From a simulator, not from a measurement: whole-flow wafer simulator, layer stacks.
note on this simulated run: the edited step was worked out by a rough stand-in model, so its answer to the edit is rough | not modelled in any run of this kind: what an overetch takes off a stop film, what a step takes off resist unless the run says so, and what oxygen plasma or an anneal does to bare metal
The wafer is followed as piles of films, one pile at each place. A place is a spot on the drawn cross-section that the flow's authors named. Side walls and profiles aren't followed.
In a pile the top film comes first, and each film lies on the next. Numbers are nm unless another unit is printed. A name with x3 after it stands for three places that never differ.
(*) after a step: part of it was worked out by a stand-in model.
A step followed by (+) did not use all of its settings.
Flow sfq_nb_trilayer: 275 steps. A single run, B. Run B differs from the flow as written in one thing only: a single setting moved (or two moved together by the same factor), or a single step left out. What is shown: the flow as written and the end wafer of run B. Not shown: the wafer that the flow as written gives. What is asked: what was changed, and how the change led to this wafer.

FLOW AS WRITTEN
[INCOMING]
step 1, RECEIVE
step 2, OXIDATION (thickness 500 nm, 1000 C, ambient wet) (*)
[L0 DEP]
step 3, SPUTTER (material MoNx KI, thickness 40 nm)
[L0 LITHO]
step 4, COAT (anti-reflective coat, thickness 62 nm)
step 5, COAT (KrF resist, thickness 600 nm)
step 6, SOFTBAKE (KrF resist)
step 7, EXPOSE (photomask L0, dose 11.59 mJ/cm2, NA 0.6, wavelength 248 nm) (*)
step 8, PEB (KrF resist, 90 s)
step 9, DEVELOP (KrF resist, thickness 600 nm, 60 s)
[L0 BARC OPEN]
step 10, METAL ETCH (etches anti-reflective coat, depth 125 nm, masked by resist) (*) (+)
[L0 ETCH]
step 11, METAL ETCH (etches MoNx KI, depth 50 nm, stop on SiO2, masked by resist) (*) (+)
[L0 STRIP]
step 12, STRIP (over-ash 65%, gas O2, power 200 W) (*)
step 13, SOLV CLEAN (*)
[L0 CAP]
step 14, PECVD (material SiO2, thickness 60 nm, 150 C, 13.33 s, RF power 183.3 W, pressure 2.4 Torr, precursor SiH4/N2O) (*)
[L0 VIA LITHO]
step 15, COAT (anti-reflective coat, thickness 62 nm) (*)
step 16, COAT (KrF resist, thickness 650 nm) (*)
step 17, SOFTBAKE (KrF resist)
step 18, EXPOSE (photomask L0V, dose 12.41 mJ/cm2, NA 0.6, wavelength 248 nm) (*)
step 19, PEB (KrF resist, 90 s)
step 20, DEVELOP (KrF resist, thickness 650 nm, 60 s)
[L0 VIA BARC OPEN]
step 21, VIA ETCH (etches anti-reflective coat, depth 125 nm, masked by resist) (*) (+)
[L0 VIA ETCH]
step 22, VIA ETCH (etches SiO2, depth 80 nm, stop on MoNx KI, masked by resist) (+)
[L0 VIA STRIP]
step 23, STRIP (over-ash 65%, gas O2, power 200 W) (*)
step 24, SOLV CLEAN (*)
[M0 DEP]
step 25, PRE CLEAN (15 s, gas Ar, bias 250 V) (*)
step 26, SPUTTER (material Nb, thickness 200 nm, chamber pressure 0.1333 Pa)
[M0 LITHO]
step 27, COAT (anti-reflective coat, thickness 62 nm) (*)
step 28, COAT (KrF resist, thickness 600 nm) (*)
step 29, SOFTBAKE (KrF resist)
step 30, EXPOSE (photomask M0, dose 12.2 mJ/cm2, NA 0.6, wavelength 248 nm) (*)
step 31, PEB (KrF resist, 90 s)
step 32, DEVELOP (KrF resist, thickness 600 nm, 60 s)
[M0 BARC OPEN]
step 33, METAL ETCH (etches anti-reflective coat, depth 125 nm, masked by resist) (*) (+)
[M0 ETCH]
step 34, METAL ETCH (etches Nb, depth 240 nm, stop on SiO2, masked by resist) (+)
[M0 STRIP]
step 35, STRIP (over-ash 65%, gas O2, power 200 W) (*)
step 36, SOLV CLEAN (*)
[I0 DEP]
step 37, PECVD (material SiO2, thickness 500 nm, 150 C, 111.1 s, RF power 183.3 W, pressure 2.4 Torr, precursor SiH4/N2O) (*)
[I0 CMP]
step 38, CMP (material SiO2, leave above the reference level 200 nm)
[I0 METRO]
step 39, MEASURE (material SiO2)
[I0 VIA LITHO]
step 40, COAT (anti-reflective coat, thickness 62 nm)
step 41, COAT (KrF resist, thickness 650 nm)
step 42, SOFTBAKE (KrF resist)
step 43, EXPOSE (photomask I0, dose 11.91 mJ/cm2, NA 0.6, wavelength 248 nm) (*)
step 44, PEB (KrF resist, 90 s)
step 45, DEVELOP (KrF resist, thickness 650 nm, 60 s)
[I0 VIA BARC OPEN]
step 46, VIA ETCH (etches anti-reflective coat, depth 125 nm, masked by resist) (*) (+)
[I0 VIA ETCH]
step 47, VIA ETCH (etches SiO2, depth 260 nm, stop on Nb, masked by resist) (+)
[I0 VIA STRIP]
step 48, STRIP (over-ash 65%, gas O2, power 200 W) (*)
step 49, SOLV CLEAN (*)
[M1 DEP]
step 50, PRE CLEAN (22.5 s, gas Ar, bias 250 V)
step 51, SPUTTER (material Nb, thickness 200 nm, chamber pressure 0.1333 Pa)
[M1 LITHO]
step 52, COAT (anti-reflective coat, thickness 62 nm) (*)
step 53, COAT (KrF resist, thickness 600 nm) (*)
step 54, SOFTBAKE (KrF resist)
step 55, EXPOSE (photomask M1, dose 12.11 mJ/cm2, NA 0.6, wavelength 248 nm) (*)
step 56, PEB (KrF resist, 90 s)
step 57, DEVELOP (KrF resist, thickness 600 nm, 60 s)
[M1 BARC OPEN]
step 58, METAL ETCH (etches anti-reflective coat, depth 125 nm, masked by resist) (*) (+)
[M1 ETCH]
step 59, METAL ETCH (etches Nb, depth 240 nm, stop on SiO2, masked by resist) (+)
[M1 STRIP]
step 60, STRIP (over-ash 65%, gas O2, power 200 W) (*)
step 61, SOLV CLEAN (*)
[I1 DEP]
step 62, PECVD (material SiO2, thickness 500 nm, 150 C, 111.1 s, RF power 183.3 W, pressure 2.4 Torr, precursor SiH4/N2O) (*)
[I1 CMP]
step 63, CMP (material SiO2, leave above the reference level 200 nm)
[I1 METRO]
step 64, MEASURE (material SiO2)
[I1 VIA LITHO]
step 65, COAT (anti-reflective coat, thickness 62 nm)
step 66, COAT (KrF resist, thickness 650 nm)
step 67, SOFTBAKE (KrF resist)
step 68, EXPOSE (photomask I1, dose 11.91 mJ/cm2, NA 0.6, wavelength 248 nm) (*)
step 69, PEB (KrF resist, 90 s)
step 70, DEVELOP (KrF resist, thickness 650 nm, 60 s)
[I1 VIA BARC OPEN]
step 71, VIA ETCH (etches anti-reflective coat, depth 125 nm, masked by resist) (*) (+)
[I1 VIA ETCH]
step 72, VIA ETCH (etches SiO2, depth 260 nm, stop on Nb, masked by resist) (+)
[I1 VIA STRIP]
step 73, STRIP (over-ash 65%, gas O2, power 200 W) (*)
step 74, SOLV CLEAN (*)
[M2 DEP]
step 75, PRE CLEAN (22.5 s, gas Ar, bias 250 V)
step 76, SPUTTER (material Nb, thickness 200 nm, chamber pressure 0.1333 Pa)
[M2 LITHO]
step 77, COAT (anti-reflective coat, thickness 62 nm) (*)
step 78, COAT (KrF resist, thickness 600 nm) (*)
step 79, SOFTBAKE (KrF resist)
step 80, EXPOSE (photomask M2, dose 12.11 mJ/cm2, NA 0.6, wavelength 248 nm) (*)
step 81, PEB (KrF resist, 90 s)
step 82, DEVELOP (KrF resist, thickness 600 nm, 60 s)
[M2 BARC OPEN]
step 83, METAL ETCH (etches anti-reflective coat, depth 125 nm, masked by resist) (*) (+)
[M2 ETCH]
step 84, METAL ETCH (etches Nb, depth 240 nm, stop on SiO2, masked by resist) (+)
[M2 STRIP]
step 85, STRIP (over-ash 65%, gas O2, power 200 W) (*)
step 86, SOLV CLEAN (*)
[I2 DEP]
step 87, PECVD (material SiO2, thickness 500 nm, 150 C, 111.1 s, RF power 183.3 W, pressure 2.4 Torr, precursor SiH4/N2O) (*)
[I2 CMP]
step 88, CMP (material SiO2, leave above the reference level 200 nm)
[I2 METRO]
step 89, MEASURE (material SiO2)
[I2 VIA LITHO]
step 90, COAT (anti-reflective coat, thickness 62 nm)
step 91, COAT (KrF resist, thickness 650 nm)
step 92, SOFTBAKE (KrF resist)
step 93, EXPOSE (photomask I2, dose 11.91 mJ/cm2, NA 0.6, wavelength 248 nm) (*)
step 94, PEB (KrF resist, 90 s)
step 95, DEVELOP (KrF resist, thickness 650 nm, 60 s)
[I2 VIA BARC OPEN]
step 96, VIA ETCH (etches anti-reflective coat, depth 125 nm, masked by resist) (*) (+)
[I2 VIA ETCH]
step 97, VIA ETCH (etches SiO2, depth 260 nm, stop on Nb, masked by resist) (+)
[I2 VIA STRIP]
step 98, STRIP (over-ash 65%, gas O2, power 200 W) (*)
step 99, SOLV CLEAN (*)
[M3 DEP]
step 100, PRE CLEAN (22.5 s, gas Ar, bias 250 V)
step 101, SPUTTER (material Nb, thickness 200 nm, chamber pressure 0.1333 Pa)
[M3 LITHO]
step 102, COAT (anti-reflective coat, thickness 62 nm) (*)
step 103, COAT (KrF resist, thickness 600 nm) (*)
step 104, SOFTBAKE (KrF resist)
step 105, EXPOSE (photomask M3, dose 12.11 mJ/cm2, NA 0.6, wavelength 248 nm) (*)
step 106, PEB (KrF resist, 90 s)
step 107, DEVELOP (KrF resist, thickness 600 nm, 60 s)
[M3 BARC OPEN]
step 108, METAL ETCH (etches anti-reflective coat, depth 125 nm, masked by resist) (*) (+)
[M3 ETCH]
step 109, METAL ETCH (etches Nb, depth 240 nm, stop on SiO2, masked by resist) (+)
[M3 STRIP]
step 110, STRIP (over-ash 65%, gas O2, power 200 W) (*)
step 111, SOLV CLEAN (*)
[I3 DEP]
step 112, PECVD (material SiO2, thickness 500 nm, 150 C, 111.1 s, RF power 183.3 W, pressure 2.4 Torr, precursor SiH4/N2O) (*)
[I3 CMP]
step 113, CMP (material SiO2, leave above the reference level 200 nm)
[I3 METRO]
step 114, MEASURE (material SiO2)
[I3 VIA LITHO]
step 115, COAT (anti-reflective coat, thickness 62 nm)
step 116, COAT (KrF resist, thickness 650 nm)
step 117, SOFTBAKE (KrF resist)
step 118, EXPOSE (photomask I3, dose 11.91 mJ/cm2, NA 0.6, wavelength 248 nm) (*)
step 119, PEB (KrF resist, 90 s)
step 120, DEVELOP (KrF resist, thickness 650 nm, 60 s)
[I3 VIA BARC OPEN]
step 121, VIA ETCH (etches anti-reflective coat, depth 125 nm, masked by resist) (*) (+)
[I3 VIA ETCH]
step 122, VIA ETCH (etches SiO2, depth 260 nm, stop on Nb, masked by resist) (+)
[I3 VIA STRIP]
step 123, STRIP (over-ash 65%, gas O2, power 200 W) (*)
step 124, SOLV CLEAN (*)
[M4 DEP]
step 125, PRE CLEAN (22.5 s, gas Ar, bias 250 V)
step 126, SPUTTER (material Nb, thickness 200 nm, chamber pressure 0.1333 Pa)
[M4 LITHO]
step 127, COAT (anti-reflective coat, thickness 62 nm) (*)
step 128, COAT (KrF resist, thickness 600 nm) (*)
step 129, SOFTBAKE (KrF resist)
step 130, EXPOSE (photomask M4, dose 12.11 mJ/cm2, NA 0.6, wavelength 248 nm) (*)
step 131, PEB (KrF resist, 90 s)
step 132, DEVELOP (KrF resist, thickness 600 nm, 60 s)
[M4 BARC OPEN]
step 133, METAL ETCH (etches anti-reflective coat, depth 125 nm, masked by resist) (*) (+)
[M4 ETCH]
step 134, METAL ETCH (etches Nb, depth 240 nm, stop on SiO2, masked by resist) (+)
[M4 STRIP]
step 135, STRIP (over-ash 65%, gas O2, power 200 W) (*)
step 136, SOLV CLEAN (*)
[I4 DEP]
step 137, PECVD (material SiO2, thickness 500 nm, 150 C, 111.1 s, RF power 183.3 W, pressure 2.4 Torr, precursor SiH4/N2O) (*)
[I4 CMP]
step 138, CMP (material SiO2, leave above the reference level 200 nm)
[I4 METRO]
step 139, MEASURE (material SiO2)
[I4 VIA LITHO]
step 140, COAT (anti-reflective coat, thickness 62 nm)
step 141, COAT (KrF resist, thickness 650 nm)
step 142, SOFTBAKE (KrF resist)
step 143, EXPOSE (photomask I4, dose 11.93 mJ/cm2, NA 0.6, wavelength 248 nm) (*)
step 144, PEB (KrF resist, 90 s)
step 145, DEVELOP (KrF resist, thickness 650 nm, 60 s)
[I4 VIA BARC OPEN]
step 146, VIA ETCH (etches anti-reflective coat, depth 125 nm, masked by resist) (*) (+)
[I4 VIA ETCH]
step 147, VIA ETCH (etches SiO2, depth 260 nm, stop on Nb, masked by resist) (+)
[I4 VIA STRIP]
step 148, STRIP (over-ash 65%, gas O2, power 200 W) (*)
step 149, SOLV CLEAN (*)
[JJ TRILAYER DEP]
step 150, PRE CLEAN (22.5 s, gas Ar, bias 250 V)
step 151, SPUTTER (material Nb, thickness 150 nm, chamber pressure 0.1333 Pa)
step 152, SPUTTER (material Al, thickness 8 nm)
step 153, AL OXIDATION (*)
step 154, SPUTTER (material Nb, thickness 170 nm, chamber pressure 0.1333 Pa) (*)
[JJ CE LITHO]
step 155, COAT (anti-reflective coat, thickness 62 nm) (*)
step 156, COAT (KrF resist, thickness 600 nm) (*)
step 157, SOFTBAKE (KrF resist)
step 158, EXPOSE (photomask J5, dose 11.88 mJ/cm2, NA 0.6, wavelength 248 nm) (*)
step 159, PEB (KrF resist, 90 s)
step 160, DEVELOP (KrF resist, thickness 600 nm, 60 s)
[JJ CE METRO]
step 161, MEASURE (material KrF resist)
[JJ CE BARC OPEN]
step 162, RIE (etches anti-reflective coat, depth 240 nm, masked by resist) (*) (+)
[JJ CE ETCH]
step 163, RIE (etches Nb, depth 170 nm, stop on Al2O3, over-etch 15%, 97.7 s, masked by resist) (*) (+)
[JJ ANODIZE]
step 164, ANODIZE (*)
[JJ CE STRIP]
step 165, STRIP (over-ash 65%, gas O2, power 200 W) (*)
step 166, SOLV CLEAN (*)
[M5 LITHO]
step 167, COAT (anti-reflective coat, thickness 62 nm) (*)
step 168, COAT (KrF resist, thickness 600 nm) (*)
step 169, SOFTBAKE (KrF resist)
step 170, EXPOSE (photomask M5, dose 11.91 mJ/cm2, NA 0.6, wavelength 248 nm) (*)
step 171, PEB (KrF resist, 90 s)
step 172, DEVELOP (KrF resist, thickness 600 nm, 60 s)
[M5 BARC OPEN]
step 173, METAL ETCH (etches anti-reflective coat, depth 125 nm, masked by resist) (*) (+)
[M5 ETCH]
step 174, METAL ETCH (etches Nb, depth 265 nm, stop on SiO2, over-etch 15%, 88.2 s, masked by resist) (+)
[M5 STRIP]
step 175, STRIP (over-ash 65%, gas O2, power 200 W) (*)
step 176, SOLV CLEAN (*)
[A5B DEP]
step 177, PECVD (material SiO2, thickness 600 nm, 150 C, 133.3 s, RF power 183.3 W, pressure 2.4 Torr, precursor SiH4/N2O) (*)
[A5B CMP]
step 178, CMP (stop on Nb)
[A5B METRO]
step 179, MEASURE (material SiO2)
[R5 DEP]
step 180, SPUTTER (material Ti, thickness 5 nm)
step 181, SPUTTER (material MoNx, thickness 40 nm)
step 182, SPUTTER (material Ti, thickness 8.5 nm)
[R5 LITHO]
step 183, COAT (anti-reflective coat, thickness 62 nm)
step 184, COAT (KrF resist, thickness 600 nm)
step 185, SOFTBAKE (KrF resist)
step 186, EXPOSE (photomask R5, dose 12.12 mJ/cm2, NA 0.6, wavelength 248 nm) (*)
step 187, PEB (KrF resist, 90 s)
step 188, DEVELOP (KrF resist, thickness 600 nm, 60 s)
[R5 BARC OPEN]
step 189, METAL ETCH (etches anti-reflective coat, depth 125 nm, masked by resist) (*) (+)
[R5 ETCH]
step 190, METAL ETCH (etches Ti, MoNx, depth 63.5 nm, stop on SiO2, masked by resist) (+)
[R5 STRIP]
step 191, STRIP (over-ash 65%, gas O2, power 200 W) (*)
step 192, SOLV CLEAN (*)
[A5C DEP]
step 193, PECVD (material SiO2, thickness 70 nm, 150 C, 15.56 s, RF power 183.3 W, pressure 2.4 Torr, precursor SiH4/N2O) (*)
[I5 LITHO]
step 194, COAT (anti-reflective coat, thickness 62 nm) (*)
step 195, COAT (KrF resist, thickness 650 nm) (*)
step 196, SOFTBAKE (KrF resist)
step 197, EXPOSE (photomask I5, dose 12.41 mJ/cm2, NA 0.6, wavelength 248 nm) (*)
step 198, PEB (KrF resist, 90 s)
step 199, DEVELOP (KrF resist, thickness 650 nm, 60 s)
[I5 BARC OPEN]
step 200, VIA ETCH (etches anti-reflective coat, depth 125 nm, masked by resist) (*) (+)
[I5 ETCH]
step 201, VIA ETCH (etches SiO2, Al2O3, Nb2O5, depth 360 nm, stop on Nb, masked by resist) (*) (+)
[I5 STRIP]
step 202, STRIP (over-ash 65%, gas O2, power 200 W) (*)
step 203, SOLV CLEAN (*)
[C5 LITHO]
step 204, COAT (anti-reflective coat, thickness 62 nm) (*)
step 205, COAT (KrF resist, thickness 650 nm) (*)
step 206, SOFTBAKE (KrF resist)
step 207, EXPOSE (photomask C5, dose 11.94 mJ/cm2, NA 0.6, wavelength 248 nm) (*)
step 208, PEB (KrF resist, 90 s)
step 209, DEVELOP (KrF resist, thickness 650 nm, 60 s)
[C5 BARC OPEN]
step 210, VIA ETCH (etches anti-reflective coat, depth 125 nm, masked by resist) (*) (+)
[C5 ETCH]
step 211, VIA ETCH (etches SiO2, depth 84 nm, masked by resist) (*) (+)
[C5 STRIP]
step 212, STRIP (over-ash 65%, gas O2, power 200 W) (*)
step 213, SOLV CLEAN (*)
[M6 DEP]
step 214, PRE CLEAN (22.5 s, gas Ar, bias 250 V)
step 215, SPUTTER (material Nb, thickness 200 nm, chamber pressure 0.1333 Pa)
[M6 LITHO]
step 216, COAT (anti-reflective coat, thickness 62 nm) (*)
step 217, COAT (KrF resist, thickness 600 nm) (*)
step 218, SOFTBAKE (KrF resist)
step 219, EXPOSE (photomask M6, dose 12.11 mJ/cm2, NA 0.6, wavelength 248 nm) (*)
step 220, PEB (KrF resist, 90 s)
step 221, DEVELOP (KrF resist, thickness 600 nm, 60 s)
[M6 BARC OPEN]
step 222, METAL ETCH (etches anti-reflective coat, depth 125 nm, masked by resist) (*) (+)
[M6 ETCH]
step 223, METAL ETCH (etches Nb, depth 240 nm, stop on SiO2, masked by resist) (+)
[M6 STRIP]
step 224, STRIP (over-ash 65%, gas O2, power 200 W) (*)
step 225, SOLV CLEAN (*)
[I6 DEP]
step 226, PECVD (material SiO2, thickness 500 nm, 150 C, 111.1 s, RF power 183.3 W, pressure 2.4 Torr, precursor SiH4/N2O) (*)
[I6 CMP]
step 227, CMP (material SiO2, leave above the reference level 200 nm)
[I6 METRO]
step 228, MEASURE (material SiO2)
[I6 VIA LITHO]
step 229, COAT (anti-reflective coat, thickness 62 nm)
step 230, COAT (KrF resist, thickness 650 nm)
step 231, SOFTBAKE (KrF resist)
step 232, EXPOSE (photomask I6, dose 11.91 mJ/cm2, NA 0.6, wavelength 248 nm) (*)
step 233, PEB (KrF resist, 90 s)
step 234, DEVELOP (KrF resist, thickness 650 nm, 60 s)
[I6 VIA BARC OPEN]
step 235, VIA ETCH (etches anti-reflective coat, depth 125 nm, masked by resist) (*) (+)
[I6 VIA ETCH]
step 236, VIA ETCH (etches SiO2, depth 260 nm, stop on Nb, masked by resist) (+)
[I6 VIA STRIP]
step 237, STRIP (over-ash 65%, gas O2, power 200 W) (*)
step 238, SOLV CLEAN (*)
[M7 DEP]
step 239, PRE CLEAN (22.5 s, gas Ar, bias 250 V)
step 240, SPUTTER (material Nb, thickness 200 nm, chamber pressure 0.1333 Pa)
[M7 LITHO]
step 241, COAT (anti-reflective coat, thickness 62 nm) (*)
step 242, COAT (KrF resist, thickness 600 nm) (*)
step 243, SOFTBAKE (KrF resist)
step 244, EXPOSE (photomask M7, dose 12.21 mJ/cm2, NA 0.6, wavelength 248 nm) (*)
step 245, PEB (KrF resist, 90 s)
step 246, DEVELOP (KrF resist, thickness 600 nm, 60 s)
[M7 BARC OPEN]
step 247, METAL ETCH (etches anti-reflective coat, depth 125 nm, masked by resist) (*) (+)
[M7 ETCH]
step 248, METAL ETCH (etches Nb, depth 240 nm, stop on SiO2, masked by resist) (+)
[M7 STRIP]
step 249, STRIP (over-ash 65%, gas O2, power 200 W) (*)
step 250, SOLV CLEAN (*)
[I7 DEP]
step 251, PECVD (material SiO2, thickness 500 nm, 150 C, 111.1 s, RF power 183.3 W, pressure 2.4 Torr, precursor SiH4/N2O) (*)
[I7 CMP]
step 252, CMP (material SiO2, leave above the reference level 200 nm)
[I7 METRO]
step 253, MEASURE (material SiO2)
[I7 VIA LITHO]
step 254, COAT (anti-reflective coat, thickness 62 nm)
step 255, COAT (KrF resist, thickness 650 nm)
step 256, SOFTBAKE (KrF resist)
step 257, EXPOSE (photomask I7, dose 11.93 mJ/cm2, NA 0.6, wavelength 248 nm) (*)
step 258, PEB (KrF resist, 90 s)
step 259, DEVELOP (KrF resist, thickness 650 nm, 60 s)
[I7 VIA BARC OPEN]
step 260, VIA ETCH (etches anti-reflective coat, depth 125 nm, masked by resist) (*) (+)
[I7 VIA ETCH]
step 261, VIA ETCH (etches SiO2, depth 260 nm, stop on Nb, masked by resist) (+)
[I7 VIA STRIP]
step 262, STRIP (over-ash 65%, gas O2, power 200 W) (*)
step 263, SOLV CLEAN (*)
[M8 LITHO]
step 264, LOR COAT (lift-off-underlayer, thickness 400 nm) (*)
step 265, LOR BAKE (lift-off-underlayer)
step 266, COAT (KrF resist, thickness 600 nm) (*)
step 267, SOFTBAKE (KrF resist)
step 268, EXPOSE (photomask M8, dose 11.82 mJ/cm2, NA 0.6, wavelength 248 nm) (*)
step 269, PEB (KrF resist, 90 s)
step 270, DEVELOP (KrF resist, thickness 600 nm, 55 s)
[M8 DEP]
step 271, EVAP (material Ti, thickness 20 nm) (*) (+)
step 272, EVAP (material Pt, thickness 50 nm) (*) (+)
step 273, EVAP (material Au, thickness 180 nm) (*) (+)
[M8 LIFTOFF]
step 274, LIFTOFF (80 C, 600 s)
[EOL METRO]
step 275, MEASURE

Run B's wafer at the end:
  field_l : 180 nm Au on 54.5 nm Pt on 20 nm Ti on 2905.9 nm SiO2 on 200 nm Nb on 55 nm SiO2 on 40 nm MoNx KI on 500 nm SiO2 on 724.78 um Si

Cause: step 272, EVAP: thickness 54.5 nm was run, though the flow has thickness 50 nm.
The wafer itself shows it: field_l has Pt 54.5, and step 272 as written asks for 50 nm.

How this came from the change, step by step:
  step 272, EVAP (material Pt, thickness 50 nm) (*) (+)
      field_l, v_sur, via_wl and 103 more: Pt gains 54.5 (new film) (as written it would have been: Pt gains 50 (new film))
  step 274, LIFTOFF (80 C, 600 s)
      p4_fl, p4_fm, p4_w1 and 71 more: Au loses 180 (all of it), Pt loses 54.5 (all of it), Ti loses 20 (all of it), KrF resist loses 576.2 (all of it), lift-off-underlayer loses 400 (all of it) (as written it would have been: Au loses 180 (all of it), Pt loses 50 (all of it), Ti loses 20 (all of it), KrF resist loses 576.2 (all of it), lift-off-underlayer loses 400 (all of it))
      c5j, ce_r: Au loses 180 (all of it), Pt loses 54.5 (all of it), Ti loses 20 (all of it), KrF resist loses 573.3 (all of it), lift-off-underlayer loses 399.3 (all of it) (as written it would have been: Au loses 180 (all of it), Pt loses 50 (all of it), Ti loses 20 (all of it), KrF resist loses 573.3 (all of it), lift-off-underlayer loses 399.3 (all of it))
      (also at 19 further places)
